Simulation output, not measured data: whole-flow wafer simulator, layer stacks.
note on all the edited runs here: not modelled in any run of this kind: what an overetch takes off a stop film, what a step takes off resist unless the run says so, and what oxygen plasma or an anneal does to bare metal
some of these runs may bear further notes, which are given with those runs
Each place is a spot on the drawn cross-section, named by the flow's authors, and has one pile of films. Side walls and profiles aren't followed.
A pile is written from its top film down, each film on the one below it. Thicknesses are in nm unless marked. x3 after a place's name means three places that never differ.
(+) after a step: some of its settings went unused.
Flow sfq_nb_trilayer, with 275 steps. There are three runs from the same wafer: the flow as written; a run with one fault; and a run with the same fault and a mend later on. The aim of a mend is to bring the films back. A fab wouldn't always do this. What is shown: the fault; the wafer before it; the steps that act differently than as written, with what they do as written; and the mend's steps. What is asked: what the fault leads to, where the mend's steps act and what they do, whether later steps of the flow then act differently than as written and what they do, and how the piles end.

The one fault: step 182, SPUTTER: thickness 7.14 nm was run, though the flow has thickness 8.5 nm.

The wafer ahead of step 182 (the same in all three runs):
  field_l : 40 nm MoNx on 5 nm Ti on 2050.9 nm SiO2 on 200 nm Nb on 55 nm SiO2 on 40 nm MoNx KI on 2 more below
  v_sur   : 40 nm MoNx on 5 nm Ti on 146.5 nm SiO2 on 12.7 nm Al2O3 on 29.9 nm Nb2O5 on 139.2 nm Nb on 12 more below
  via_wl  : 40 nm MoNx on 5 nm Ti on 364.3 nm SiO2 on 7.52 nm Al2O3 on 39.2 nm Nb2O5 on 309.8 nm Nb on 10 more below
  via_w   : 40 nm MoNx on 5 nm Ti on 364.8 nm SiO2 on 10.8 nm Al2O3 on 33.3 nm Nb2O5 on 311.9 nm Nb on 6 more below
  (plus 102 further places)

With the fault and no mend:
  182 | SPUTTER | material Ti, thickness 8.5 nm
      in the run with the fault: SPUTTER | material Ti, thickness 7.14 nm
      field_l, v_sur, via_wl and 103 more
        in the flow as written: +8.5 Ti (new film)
        in the run with the fault: +7.14 Ti (new film)
  Steps later in the flow that act otherwise than as written (19 more steps, not shown, differ only slightly: by at most 2% or 0.5 nm, whichever is larger):
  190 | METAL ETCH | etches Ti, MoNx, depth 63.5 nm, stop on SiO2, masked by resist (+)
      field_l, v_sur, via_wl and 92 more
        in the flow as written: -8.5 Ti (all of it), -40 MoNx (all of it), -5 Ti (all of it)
        in the run with the fault: -7.14 Ti (all of it), -40 MoNx (all of it), -5 Ti (all of it)
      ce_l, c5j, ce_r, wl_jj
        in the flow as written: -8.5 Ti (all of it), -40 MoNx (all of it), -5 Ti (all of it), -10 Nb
        in the run with the fault: -7.14 Ti (all of it), -40 MoNx (all of it), -5 Ti (all of it), -11.4 Nb
  The piles end different from the flow's at be_r, r_sur, res, r_end, r5r_line_l, r5r_line_c, r5r_line_r by more than 2% or 0.5 nm, whichever is larger.
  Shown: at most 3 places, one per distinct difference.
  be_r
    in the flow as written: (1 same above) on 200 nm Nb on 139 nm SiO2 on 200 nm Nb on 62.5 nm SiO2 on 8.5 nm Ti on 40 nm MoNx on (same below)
    in the run with the fault: (1 same above) on 200 nm Nb on 140.4 nm SiO2 on 200 nm Nb on 62.5 nm SiO2 on 7.14 nm Ti on 40 nm MoNx on (same below)
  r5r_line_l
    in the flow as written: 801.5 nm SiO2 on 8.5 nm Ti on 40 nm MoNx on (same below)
    in the run with the fault: 802.9 nm SiO2 on 7.14 nm Ti on 40 nm MoNx on (same below)
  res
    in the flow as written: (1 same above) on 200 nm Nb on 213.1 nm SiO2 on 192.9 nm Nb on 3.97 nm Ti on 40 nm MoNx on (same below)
    in the run with the fault: (1 same above) on 200 nm Nb on 214.5 nm SiO2 on 192.9 nm Nb on 2.61 nm Ti on 40 nm MoNx on (same below)

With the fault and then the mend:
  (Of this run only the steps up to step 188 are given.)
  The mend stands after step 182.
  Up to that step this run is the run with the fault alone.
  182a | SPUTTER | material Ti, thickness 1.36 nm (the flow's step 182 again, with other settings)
      field_l, v_sur, via_wl and 103 more
        +1.36 Ti
  Later steps of the flow up to step 188 that are run all act as written at every place that is followed.
  At every place that both follow, the piles after step 188 match the flow's.
